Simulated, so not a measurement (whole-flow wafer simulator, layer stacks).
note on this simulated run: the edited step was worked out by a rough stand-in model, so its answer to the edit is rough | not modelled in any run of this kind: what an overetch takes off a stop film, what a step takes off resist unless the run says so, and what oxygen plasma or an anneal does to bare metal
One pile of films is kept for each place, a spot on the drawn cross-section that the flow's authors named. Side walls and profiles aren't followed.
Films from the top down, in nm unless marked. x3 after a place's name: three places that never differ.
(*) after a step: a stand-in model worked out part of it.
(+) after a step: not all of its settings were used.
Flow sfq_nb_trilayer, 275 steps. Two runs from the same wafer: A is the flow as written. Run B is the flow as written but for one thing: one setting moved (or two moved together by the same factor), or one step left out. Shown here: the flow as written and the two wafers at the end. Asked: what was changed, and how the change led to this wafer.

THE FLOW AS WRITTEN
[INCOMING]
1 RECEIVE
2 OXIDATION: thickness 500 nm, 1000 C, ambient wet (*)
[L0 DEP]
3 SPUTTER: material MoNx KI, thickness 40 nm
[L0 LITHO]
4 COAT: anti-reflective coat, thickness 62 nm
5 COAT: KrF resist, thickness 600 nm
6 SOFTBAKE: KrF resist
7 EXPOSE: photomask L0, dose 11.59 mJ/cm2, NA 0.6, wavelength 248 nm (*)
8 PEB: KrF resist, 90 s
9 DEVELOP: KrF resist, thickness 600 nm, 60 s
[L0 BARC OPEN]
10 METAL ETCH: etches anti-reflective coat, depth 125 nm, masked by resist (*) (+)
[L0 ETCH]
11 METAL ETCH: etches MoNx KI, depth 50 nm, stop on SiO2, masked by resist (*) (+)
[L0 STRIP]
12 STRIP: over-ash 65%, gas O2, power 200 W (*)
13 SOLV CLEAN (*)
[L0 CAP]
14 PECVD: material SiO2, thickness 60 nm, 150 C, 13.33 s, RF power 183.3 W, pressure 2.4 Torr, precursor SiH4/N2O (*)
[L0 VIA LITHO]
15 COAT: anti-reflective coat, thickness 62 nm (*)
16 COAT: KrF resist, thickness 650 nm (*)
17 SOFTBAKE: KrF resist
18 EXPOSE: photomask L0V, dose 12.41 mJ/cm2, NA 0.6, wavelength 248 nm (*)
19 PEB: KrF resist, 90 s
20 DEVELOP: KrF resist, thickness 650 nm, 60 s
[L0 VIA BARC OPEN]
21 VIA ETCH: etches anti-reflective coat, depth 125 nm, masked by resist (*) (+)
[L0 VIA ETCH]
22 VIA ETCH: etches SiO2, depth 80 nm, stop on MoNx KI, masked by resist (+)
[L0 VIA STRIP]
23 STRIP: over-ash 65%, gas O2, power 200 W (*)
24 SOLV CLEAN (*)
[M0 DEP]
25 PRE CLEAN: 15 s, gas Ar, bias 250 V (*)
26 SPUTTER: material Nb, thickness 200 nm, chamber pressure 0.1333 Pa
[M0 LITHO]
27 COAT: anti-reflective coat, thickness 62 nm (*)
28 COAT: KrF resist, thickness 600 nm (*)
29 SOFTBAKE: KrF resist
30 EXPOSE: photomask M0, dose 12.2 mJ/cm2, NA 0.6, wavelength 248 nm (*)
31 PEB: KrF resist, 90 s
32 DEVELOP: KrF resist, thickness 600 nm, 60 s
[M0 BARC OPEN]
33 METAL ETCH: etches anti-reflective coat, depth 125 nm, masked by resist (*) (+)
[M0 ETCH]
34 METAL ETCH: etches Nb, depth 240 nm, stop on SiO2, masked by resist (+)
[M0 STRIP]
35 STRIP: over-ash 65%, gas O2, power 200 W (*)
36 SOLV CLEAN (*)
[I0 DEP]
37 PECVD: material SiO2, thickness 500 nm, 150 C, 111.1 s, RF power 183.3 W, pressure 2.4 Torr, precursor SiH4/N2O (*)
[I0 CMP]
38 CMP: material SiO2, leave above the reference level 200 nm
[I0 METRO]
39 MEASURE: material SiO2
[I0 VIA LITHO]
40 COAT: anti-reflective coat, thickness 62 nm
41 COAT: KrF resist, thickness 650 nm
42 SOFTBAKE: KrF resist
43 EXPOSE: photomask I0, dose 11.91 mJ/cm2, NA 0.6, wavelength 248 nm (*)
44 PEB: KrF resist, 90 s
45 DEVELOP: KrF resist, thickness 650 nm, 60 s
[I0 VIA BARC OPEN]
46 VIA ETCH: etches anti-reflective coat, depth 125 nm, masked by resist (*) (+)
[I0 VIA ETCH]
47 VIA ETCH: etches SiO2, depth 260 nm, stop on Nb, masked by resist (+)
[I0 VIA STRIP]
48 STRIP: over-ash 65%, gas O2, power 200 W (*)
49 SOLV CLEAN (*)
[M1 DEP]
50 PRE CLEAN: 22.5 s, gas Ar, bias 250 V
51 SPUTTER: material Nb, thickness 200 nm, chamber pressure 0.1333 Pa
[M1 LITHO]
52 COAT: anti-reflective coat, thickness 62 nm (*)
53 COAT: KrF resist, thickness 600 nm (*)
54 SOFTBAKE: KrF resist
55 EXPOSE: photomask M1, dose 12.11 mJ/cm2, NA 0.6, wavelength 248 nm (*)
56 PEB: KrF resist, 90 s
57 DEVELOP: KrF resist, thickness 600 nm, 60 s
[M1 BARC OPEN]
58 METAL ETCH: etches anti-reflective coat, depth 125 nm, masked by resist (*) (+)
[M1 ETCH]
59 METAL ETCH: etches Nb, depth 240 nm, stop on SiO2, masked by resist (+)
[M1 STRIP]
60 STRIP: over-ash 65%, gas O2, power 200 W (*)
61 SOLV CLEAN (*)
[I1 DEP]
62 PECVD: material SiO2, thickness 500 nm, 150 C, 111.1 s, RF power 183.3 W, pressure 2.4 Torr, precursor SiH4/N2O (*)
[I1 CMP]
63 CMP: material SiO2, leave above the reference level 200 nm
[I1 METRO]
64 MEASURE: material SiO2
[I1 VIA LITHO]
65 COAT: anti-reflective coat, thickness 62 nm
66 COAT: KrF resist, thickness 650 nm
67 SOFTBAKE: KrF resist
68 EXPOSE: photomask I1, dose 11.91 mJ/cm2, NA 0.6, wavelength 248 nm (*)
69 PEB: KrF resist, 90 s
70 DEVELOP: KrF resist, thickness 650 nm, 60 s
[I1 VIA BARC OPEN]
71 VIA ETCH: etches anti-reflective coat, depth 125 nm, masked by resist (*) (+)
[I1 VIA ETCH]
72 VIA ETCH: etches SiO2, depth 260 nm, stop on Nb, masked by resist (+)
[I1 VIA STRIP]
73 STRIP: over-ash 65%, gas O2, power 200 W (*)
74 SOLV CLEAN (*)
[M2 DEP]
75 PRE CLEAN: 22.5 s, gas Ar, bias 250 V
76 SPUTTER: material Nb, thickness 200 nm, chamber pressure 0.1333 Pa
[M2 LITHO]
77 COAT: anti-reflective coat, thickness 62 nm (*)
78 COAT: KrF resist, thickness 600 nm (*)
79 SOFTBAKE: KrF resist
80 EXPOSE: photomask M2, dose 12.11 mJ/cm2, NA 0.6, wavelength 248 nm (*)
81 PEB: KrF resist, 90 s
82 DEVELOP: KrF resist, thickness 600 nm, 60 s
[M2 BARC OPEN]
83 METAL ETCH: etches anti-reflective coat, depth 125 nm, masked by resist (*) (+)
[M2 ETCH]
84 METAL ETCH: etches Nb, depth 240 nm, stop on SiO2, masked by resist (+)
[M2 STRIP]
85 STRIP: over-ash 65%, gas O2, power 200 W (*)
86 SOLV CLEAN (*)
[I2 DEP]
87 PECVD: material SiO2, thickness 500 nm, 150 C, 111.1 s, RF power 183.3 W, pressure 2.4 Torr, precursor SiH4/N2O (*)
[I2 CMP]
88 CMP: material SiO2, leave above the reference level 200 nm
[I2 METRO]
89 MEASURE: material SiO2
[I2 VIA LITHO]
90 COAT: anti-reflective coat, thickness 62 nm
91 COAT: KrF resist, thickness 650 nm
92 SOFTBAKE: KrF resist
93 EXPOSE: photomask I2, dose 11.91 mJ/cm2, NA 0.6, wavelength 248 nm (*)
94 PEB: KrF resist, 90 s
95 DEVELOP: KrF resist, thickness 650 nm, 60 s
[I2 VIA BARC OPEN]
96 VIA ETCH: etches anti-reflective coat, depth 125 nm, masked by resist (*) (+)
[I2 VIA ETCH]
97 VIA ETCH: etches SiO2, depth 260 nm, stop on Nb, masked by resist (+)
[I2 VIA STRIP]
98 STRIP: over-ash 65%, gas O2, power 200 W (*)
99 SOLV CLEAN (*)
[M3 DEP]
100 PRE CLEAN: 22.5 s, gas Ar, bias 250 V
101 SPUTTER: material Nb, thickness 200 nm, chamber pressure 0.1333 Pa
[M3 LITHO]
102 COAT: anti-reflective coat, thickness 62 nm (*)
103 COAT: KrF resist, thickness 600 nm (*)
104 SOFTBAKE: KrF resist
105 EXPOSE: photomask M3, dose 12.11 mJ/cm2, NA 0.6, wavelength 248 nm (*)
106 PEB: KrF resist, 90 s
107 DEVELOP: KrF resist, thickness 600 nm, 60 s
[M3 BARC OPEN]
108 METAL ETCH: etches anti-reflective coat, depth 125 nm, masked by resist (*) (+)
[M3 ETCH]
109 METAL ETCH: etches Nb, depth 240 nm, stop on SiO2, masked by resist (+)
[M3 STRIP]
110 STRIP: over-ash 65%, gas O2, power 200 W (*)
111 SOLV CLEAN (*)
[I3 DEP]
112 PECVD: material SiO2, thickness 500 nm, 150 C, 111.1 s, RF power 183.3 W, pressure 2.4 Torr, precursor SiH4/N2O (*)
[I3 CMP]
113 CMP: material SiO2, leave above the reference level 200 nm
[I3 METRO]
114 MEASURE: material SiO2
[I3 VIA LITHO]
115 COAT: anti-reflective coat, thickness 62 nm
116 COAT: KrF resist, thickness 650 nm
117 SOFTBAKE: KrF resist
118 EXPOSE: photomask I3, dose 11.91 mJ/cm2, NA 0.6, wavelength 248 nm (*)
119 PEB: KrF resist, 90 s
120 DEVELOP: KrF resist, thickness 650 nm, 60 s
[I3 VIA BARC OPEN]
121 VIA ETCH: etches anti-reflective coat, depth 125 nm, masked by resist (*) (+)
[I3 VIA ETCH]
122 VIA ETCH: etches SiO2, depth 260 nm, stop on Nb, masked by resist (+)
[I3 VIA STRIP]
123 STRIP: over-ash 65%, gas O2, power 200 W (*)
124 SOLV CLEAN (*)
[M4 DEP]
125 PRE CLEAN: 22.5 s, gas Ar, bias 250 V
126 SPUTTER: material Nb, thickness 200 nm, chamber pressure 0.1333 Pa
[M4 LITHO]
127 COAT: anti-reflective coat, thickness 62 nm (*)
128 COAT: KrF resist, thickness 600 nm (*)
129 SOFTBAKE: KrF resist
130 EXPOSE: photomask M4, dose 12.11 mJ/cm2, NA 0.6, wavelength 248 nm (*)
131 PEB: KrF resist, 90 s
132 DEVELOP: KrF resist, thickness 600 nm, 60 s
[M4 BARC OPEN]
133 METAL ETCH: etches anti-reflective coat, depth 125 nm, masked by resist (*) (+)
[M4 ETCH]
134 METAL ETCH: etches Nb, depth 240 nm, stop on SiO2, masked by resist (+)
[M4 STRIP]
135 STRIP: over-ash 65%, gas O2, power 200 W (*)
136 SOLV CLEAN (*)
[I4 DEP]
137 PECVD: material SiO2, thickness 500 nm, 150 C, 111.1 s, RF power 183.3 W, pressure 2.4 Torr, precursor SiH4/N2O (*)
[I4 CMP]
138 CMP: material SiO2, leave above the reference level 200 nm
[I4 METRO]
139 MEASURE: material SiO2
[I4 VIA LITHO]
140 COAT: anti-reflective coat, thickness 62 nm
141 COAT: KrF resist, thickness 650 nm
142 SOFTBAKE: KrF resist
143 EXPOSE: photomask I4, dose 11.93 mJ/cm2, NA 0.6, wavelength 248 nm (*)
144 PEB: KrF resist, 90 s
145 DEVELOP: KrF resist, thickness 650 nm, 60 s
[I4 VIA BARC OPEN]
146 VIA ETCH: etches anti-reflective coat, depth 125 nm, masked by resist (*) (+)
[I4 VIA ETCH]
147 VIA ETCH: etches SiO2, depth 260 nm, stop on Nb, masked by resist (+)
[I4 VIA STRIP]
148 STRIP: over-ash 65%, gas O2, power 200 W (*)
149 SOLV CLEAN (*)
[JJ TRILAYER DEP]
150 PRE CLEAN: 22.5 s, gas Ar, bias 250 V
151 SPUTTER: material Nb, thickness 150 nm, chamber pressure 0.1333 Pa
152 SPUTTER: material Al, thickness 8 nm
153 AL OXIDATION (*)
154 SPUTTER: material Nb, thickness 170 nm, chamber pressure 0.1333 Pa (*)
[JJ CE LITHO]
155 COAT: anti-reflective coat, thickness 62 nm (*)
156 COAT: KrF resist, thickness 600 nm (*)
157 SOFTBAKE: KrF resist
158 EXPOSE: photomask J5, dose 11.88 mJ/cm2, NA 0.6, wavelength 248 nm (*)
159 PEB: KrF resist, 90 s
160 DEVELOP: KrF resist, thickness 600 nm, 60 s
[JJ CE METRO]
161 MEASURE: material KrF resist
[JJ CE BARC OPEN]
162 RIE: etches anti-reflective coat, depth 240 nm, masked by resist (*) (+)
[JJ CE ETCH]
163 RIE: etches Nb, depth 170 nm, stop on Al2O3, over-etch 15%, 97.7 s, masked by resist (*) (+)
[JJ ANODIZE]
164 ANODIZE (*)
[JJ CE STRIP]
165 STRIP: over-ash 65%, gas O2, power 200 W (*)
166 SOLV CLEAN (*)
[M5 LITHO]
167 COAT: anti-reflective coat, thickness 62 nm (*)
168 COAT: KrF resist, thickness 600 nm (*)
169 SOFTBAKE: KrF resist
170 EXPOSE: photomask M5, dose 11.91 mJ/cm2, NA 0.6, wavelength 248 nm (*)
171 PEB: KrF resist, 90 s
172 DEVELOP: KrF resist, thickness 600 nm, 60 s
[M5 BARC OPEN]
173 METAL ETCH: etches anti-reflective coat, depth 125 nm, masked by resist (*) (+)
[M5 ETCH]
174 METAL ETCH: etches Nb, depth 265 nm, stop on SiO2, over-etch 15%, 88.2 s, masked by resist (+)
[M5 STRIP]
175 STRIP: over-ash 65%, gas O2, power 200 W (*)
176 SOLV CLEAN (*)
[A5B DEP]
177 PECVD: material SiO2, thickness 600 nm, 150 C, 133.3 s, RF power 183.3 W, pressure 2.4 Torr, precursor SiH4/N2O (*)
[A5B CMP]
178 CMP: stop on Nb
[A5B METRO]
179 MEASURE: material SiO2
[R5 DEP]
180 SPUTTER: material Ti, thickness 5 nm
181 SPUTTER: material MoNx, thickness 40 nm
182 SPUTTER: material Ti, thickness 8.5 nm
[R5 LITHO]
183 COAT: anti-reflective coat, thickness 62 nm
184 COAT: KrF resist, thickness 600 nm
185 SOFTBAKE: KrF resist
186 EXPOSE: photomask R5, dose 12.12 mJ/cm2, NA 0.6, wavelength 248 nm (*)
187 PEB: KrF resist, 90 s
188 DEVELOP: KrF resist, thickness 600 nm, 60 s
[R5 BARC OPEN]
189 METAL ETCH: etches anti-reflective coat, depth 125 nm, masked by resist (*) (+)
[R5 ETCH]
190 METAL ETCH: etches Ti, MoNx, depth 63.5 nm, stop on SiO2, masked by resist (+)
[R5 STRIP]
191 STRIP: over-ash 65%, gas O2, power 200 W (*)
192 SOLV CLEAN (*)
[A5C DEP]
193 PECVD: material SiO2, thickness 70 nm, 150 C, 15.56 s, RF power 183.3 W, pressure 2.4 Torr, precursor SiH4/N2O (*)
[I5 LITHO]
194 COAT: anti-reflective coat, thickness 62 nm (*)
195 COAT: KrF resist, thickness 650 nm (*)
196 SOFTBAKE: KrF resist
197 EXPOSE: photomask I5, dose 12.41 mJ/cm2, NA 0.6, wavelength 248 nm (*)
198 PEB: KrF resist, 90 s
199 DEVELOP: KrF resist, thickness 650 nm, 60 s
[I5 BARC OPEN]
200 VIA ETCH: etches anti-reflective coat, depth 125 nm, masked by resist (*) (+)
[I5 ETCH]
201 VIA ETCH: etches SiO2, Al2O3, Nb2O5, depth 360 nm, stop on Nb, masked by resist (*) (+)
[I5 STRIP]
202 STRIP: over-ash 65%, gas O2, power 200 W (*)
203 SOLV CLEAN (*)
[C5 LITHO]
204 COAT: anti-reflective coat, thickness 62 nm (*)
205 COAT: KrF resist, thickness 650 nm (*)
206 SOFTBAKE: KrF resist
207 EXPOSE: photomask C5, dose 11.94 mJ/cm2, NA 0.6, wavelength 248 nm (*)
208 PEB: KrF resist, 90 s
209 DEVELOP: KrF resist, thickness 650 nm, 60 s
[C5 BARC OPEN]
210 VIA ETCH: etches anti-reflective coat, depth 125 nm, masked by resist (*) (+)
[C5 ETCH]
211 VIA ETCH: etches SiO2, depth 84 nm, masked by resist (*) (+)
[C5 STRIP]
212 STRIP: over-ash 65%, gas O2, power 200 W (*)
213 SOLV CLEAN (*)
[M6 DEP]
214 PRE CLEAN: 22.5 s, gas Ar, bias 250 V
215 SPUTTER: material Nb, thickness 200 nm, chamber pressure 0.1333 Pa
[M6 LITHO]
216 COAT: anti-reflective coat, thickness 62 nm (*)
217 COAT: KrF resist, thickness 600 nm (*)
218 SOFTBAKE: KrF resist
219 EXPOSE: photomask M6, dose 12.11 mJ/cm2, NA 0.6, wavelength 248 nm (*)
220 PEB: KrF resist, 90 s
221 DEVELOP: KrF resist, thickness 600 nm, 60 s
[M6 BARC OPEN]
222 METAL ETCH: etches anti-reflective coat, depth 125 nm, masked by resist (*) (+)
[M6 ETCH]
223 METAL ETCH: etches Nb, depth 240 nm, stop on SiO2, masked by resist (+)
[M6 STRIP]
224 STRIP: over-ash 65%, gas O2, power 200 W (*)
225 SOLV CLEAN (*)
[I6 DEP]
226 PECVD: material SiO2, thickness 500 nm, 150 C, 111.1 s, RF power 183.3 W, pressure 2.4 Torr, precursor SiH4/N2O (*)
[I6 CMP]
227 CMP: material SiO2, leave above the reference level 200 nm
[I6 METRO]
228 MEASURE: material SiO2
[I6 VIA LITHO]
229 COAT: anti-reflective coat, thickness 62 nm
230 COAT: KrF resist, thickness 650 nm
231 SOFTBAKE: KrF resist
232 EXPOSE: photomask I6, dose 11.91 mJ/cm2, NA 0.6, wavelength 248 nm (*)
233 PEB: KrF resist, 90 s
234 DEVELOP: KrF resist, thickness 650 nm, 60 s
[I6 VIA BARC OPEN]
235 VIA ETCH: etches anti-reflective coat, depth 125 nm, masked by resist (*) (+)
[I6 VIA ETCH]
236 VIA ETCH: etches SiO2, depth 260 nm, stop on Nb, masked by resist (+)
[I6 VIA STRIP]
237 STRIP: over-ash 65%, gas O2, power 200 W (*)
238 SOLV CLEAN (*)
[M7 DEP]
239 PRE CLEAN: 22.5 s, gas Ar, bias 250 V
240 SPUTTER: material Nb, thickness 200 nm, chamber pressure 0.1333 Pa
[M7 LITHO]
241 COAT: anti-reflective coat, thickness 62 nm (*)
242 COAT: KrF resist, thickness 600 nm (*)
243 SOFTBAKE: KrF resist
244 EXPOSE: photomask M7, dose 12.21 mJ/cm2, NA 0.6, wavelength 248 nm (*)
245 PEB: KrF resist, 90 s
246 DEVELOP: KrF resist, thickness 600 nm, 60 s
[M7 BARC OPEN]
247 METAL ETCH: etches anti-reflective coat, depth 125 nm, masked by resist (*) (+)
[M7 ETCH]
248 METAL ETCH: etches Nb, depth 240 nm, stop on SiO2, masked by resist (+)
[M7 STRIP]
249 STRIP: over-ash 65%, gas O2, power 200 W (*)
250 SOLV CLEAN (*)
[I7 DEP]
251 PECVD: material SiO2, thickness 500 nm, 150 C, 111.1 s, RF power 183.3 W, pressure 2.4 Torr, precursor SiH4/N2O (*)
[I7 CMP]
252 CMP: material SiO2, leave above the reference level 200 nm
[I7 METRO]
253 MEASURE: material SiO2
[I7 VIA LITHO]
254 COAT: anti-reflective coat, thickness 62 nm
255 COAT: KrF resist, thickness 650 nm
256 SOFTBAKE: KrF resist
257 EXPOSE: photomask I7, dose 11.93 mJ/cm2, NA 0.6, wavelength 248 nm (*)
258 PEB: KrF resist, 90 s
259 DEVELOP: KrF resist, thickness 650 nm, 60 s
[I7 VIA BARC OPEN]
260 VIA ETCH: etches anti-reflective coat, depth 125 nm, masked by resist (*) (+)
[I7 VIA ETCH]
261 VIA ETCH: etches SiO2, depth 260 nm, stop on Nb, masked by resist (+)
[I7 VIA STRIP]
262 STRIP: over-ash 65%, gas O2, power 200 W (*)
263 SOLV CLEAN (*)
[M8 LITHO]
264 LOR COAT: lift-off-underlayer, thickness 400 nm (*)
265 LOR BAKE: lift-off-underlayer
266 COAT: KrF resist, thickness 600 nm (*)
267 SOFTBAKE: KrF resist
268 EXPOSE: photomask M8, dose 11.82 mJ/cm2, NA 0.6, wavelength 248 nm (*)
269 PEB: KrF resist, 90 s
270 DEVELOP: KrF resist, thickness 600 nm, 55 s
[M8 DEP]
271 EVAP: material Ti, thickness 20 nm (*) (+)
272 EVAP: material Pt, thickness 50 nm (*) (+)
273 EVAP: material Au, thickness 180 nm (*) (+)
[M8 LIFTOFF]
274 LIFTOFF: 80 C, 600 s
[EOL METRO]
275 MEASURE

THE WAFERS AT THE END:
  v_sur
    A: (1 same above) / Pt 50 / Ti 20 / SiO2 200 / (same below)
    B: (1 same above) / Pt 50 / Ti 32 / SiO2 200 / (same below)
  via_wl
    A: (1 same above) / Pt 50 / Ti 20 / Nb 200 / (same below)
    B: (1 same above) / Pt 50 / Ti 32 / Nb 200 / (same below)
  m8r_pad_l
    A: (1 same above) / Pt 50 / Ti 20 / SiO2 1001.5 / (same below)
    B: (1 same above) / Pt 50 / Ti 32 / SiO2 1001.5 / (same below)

The cause: step 271, EVAP: thickness 32 nm was run, where the flow has thickness 20 nm.
It can be read off the wafer: v_sur has Ti 32, and step 271 as written asks for 20 nm.

How the change led to this, step by step:
  271 EVAP: material Ti, thickness 20 nm (*) (+)
      field_l, v_sur, via_wl and 103 more: A Ti +20 (new film) | B Ti +32 (new film)
  274 LIFTOFF: 80 C, 600 s
      p4_fl, p4_fm, p4_w1 and 71 more: A Au -180 (all of it), Pt -50 (all of it), Ti -20 (all of it), KrF resist -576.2 (all of it), lift-off-underlayer -400 (all of it) | B Au -180 (all of it), Pt -50 (all of it), Ti -32 (all of it), KrF resist -576.2 (all of it), lift-off-underlayer -400 (all of it)
      c5j, ce_r: A Au -180 (all of it), Pt -50 (all of it), Ti -20 (all of it), KrF resist -573.3 (all of it), lift-off-underlayer -399.3 (all of it) | B Au -180 (all of it), Pt -50 (all of it), Ti -32 (all of it), KrF resist -573.3 (all of it), lift-off-underlayer -399.3 (all of it)
      (and at 19 more places)
